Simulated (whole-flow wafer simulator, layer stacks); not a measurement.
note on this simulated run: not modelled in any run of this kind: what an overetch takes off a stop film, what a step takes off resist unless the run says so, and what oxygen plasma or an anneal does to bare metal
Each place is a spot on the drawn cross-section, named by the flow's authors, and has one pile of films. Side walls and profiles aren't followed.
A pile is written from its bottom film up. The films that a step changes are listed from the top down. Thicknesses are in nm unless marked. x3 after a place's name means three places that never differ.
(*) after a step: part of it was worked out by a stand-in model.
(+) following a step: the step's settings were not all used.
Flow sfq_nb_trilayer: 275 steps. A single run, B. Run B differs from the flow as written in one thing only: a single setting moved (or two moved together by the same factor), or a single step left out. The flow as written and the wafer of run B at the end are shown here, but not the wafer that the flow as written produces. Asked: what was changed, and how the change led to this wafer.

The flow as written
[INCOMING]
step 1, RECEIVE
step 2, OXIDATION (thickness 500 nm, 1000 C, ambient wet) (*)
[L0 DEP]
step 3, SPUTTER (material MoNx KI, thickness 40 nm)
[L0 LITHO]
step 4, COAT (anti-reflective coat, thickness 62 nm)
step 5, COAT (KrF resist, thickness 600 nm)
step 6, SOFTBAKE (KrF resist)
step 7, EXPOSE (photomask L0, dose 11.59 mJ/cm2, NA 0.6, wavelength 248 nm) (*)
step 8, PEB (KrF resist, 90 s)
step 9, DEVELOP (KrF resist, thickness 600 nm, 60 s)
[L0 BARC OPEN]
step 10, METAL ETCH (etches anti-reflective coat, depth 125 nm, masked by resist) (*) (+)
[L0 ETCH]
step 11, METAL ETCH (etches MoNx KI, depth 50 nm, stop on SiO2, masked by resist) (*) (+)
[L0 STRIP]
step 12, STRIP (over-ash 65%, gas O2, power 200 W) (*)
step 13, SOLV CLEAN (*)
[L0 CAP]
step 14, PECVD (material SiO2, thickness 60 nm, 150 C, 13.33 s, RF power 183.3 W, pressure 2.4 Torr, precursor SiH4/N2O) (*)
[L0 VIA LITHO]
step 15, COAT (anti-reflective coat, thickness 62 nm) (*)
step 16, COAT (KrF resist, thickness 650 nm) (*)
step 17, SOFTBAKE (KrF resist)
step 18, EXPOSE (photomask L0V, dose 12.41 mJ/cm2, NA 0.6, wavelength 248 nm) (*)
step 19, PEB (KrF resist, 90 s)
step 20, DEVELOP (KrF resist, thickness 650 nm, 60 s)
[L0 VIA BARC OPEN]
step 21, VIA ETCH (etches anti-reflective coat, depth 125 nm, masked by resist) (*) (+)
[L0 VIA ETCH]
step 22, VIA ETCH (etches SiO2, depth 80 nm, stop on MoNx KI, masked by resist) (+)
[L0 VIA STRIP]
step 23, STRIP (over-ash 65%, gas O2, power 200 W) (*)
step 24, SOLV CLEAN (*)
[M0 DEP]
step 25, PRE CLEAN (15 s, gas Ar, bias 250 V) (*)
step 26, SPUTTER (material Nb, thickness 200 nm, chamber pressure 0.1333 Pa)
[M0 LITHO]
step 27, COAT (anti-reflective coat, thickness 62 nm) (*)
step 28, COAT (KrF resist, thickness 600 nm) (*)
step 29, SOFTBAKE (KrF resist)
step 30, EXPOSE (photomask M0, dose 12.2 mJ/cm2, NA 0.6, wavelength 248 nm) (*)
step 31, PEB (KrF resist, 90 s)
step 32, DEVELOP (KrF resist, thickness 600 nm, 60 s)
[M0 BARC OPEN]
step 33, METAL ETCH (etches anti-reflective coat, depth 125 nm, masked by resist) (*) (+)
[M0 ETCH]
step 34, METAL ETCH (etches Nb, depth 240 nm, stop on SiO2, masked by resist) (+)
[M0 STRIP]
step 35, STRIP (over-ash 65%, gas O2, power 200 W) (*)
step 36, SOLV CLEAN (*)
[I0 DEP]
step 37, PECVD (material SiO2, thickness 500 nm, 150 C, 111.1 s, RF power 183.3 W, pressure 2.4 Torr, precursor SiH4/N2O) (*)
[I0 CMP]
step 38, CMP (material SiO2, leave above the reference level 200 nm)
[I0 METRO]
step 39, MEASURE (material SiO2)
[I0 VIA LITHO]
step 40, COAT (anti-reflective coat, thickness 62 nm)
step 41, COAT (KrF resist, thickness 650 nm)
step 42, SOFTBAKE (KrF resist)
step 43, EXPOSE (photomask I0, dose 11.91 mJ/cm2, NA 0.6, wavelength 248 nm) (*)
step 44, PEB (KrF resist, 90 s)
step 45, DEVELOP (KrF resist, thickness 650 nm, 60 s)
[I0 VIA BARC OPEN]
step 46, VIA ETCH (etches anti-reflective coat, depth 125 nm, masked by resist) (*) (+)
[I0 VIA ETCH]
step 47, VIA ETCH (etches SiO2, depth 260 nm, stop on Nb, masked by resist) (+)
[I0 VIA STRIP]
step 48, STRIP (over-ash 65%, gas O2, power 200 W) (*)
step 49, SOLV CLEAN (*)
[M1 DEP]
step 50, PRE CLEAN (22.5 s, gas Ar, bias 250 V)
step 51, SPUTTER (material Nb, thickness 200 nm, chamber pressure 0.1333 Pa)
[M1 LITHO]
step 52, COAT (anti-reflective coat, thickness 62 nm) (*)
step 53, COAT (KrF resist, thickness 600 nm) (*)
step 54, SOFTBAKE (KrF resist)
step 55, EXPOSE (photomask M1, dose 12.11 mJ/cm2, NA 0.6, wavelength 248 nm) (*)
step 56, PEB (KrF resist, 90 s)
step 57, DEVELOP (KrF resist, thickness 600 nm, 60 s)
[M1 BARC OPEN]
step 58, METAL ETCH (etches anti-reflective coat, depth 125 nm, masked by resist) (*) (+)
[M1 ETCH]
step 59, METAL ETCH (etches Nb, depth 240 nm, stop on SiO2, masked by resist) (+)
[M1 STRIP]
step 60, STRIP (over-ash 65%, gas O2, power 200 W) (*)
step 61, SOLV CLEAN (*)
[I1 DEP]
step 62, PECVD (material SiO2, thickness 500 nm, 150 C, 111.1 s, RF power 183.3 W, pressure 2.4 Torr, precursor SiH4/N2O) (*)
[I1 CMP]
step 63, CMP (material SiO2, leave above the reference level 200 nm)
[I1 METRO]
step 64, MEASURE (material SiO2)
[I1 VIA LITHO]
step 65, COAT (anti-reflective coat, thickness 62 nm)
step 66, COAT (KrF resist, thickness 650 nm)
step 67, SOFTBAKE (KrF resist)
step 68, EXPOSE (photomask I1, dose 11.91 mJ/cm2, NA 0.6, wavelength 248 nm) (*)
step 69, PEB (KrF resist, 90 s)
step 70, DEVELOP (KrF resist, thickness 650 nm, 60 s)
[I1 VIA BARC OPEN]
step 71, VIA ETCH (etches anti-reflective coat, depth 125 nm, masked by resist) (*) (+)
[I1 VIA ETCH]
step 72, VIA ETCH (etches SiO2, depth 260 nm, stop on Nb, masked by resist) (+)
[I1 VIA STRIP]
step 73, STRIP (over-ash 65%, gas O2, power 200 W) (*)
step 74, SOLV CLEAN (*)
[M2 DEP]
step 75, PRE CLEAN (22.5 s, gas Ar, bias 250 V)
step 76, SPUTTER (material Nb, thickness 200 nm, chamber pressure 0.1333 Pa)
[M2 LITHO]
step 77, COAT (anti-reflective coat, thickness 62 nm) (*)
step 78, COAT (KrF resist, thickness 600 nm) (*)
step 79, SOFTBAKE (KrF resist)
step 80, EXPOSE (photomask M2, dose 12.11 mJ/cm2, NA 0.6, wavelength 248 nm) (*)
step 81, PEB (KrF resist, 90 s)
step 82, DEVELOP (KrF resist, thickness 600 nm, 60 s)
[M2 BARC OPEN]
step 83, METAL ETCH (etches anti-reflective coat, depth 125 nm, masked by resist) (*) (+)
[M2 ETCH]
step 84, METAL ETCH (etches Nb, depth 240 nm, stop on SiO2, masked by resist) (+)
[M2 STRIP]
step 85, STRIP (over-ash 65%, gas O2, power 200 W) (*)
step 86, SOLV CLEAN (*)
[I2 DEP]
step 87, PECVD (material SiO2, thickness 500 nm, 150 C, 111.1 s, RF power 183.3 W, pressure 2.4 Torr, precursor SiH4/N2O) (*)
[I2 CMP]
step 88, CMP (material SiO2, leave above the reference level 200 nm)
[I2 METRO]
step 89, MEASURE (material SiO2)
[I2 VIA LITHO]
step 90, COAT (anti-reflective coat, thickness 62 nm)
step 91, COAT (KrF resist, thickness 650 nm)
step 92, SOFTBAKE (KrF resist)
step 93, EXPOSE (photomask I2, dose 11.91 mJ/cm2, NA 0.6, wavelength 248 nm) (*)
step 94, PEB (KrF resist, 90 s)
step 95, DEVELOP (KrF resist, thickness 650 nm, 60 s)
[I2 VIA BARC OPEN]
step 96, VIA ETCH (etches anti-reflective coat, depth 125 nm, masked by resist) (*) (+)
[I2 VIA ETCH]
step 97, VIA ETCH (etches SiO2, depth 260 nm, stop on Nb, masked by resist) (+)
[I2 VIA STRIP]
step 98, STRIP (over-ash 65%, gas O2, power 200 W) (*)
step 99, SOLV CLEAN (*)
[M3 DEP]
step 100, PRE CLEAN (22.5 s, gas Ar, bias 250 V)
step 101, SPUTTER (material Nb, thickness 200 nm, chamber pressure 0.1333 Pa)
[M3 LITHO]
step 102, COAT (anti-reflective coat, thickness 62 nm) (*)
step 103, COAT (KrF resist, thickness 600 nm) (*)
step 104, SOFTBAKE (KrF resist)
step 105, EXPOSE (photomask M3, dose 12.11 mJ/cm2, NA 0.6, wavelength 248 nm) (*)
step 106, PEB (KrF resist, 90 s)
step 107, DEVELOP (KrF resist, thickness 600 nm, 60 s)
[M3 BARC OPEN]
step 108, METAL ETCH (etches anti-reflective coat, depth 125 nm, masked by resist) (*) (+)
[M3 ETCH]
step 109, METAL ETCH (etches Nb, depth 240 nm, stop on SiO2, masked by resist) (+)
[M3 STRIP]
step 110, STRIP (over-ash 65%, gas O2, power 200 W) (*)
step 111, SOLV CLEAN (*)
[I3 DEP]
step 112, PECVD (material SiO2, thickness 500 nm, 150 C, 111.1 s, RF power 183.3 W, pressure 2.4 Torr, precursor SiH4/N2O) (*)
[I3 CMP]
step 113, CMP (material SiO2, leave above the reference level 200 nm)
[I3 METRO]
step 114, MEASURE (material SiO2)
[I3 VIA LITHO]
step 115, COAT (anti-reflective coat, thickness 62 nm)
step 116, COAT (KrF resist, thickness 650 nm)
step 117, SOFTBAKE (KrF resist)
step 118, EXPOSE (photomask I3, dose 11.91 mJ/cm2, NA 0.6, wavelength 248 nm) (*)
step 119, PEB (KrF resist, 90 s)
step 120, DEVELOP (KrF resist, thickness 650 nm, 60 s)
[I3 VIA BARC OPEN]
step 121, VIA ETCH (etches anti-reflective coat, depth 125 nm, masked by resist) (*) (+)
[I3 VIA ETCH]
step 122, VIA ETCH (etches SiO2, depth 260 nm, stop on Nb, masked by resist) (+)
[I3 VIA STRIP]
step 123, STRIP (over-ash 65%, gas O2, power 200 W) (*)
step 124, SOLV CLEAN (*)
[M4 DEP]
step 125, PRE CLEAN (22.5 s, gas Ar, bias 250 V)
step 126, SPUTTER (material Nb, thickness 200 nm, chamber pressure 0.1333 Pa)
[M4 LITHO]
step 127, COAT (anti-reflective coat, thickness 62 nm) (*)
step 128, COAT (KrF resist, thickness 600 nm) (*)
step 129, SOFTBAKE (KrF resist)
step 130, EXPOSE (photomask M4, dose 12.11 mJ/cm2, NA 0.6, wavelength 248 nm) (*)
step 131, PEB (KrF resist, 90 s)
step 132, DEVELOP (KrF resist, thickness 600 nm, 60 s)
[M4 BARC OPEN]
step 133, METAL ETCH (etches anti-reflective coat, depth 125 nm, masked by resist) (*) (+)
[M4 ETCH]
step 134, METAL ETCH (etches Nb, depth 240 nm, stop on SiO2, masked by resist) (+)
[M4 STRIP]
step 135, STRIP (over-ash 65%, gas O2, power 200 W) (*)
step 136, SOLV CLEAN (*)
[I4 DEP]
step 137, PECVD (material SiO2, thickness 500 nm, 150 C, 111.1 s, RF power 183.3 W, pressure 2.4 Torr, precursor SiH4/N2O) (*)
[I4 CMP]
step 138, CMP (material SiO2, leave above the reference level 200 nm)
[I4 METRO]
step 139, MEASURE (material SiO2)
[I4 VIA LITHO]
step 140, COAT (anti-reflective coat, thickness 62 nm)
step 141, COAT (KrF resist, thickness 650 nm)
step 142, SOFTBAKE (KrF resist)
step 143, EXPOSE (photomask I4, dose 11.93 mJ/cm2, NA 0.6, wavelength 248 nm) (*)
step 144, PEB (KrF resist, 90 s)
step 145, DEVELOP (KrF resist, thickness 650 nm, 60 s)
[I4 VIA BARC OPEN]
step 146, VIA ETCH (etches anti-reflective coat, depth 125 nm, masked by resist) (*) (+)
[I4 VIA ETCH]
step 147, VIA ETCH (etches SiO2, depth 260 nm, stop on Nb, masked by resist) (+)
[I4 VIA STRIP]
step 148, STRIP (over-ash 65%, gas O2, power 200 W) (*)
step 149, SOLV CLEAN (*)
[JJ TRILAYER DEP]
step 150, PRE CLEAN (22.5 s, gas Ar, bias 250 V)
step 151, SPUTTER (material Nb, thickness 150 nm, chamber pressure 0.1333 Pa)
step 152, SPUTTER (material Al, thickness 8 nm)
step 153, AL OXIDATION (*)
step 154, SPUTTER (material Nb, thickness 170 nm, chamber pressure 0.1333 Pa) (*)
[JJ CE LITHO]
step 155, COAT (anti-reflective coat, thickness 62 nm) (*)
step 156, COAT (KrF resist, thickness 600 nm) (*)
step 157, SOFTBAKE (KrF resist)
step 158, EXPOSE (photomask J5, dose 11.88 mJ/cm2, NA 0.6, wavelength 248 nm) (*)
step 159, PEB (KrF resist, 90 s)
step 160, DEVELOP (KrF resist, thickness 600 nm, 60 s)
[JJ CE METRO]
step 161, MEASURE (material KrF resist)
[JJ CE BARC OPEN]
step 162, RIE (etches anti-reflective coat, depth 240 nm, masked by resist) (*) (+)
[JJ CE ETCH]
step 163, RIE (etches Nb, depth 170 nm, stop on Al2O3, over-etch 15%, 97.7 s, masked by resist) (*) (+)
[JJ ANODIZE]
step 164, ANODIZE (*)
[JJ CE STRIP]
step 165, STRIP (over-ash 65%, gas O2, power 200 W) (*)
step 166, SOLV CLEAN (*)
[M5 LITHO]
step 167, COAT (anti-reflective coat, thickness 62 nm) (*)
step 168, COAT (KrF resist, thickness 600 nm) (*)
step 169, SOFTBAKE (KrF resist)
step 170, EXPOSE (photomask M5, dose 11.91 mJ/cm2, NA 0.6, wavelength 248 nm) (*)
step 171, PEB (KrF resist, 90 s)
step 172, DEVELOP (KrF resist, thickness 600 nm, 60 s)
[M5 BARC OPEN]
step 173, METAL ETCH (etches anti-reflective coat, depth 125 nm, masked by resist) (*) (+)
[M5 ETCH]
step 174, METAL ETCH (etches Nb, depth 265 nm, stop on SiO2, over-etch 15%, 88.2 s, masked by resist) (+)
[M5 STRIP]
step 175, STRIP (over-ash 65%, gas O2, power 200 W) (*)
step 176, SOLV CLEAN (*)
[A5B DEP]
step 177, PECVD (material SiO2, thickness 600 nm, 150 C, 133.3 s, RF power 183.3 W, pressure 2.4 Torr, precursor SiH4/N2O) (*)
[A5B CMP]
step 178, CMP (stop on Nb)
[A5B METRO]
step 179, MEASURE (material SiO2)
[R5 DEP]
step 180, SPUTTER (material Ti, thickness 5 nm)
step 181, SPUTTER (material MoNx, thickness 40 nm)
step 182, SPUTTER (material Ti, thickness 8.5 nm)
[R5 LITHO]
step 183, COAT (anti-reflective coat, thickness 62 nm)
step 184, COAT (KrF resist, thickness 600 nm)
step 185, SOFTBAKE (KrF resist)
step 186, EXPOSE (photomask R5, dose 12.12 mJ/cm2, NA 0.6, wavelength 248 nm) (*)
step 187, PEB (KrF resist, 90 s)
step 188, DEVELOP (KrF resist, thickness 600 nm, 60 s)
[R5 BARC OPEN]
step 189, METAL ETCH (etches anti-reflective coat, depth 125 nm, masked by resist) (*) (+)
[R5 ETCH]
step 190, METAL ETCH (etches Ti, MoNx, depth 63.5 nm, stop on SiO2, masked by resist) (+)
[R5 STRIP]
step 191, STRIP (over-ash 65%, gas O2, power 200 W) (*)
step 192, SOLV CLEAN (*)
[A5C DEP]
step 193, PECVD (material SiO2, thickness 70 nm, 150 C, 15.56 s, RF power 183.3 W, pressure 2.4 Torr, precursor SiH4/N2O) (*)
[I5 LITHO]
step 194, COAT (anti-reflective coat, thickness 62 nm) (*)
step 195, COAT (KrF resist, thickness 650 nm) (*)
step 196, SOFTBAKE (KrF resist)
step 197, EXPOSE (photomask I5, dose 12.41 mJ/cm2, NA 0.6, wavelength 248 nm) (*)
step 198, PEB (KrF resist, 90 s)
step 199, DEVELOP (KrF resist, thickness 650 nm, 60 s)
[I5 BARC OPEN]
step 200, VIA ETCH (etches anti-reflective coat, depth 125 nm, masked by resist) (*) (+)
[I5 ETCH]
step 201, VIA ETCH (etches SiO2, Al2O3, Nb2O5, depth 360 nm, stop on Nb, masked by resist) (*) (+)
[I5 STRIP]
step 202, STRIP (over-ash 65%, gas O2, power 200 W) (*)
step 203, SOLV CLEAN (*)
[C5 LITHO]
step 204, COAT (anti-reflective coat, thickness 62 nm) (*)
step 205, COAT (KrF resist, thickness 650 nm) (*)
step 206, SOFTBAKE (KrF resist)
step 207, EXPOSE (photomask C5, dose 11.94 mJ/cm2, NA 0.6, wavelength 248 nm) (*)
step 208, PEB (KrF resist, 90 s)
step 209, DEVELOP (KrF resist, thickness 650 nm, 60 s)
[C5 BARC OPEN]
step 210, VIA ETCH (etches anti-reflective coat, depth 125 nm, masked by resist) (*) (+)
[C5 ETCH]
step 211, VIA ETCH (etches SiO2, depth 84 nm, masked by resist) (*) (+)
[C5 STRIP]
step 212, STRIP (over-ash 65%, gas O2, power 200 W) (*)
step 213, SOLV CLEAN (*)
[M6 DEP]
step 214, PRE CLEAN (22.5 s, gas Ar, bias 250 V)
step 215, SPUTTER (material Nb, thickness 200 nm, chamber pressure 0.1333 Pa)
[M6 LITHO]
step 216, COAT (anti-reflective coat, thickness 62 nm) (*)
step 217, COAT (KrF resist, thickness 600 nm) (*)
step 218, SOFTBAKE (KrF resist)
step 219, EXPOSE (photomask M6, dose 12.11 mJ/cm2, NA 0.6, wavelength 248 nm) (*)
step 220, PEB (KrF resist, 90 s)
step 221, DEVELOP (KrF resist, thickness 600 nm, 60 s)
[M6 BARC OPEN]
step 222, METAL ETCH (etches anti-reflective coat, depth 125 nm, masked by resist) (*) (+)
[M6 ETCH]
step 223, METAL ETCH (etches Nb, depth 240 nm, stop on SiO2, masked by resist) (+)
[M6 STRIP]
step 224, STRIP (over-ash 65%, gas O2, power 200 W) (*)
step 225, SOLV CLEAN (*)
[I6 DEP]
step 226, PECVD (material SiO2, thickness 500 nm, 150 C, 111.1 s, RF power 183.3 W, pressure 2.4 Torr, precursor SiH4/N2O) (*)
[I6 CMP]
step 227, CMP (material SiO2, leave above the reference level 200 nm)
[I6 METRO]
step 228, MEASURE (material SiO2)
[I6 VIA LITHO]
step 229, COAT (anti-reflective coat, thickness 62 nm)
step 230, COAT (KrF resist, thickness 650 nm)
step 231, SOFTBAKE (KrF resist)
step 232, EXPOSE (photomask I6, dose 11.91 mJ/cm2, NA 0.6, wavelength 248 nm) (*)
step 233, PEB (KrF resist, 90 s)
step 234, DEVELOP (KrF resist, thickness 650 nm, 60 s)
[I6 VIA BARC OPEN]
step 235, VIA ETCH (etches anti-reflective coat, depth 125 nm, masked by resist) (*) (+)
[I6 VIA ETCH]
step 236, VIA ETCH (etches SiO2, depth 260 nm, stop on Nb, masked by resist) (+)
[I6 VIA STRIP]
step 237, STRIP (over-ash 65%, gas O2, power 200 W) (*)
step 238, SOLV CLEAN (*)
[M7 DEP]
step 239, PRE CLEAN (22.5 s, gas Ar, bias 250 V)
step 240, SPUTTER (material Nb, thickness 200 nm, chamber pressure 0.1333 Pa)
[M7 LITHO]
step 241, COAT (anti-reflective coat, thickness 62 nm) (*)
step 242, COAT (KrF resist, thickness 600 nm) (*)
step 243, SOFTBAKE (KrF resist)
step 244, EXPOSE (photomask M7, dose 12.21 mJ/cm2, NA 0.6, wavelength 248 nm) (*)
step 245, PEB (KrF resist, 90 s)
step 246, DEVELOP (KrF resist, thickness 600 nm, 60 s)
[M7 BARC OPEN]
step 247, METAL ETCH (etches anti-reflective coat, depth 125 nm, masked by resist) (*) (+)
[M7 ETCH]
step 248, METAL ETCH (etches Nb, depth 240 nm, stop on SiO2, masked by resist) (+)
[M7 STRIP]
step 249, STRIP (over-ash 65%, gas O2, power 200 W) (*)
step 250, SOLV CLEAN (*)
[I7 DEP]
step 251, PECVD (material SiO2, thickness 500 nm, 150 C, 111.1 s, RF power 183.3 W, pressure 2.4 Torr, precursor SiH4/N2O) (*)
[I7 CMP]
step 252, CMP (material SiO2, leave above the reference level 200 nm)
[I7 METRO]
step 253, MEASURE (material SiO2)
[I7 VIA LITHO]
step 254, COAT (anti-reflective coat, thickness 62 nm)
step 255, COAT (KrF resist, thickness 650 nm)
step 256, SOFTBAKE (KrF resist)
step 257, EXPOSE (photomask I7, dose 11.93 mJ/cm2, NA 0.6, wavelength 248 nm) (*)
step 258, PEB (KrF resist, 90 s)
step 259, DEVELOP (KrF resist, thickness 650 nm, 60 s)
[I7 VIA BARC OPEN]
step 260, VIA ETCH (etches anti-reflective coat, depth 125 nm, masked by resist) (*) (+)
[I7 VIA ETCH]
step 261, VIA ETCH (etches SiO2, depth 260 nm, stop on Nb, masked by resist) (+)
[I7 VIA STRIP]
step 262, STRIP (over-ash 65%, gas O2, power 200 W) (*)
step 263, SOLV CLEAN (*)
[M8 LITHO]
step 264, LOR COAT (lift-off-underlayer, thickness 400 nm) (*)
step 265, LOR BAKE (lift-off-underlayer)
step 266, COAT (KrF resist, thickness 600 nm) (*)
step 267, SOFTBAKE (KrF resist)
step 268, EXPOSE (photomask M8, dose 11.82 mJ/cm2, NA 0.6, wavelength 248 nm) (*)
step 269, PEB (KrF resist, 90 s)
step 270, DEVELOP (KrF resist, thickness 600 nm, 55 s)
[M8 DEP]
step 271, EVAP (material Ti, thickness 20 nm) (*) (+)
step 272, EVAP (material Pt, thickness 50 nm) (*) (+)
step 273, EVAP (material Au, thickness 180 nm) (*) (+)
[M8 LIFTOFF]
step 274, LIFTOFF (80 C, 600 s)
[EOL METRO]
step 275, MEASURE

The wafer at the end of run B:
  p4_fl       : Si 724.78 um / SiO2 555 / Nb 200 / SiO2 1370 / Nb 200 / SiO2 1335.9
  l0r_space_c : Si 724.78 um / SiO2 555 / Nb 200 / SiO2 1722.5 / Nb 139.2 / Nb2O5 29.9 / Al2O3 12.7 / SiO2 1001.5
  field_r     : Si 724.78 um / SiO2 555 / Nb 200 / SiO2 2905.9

What caused this: step 138, CMP: leave above the reference level 160 nm was run, though the flow has leave above the reference level 200 nm.

Step by step, how the change led to this:
  step 138, CMP (material SiO2, leave above the reference level 200 nm)
      field_l, be, be_sur and 55 more: -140 SiO2 (as written it would have been: -100 SiO2)
      v_sur, via_wl, via_w and 35 more: -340 SiO2 (as written it would have been: -300 SiO2)
      (as well as at 10 more places)
  step 147, VIA ETCH (etches SiO2, depth 260 nm, stop on Nb, masked by resist) (+)
      field_l, v_sur, via_sp and 100 more: -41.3 KrF resist (as written it would have been: -44.8 KrF resist)
      via_wl, via_w, via_wr: -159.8 SiO2 (all of it) (as written it would have been: -199.8 SiO2 (all of it))
  step 151, SPUTTER (material Nb, thickness 150 nm, chamber pressure 0.1333 Pa)
      via_wl, via_w, via_wr: +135 Nb (as written it would have been: +130.4 Nb)
  step 154, SPUTTER (material Nb, thickness 170 nm, chamber pressure 0.1333 Pa) (*)
      via_wl, via_wr: +147.6 Nb (new film) (as written it would have been: +140.7 Nb (new film))
      via_w: +148 Nb (new film) (as written it would have been: +141 Nb (new film))
  step 155, COAT (anti-reflective coat, thickness 62 nm) (*)
      via_wl, via_wr: +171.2 anti-reflective coat (new film) (as written it would have been: +209.4 anti-reflective coat (new film))
      v_sur: +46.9 anti-reflective coat (new film) (as written it would have been: +45.1 anti-reflective coat (new film))
      (as well as at 2 more places)
  step 156, COAT (KrF resist, thickness 600 nm) (*)
      via_w: +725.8 KrF resist (new film) (as written it would have been: +763.8 KrF resist (new film))
  step 160, DEVELOP (KrF resist, thickness 600 nm, 60 s)
      via_w: -724.2 KrF resist (all of it) (as written it would have been: -762.1 KrF resist (all of it))
  step 162, RIE (etches anti-reflective coat, depth 240 nm, masked by resist) (*) (+)
      ce_l, c5j, ce_r, wl_jj: -171.2 KrF resist (as written it would have been: -209.4 KrF resist)
      via_wl, via_wr: -171.2 anti-reflective coat (all of it) (as written it would have been: -209.4 anti-reflective coat (all of it))
      (as well as at 3 more places)
  step 163, RIE (etches Nb, depth 170 nm, stop on Al2O3, over-etch 15%, 97.7 s, masked by resist) (*) (+)
      via_wl, via_wr: -147.6 Nb (all of it), -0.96 Al2O3 (all of it) (as written it would have been: -140.7 Nb (all of it), -0.96 Al2O3 (all of it))
      via_w: -148 Nb (all of it), -0.96 Al2O3 (all of it) (as written it would have been: -141 Nb (all of it), -0.96 Al2O3 (all of it))
  step 164, ANODIZE (*)
      via_w: +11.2 Al2O3 (new film), +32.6 Nb2O5 (new film), -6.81 Al (all of it), -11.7 Nb (as written it would have been: +10.8 Al2O3 (new film), +33.3 Nb2O5 (new film), -6.54 Al (all of it), -12 Nb)
  step 165, STRIP (over-ash 65%, gas O2, power 200 W) (*)
      ce_l: -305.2 KrF resist (all of it), -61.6 anti-reflective coat (all of it) (as written it would have been: -266.8 KrF resist (all of it), -61.4 anti-reflective coat (all of it))
      c5j: -305.3 KrF resist (all of it), -61.6 anti-reflective coat (all of it) (as written it would have been: -266.9 KrF resist (all of it), -61.5 anti-reflective coat (all of it))
      (as well as at 2 more places)
  step 167, COAT (anti-reflective coat, thickness 62 nm) (*)
      v_sur: +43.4 anti-reflective coat (new film) (as written it would have been: +44.9 anti-reflective coat (new film))
      via_wl: +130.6 anti-reflective coat (new film) (as written it would have been: +170.5 anti-reflective coat (new film))
      (as well as at 2 more places)
  step 168, COAT (KrF resist, thickness 600 nm) (*)
      via_w: +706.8 KrF resist (new film) (as written it would have been: +732.6 KrF resist (new film))
  step 175, STRIP (over-ash 65%, gas O2, power 200 W) (*)
      v_sur: -356 KrF resist (all of it), -43.4 anti-reflective coat (all of it) (as written it would have been: -349.2 KrF resist (all of it), -44.9 anti-reflective coat (all of it))
      via_wl: -430.1 KrF resist (all of it), -130.6 anti-reflective coat (all of it) (as written it would have been: -427 KrF resist (all of it), -170.5 anti-reflective coat (all of it))
      (as well as at 2 more places)
  step 178, CMP (stop on Nb)
      via_wl, via_wr: -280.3 SiO2 (as written it would have been: -235.7 SiO2)
      via_w: -279.8 SiO2 (as written it would have been: -235.2 SiO2)
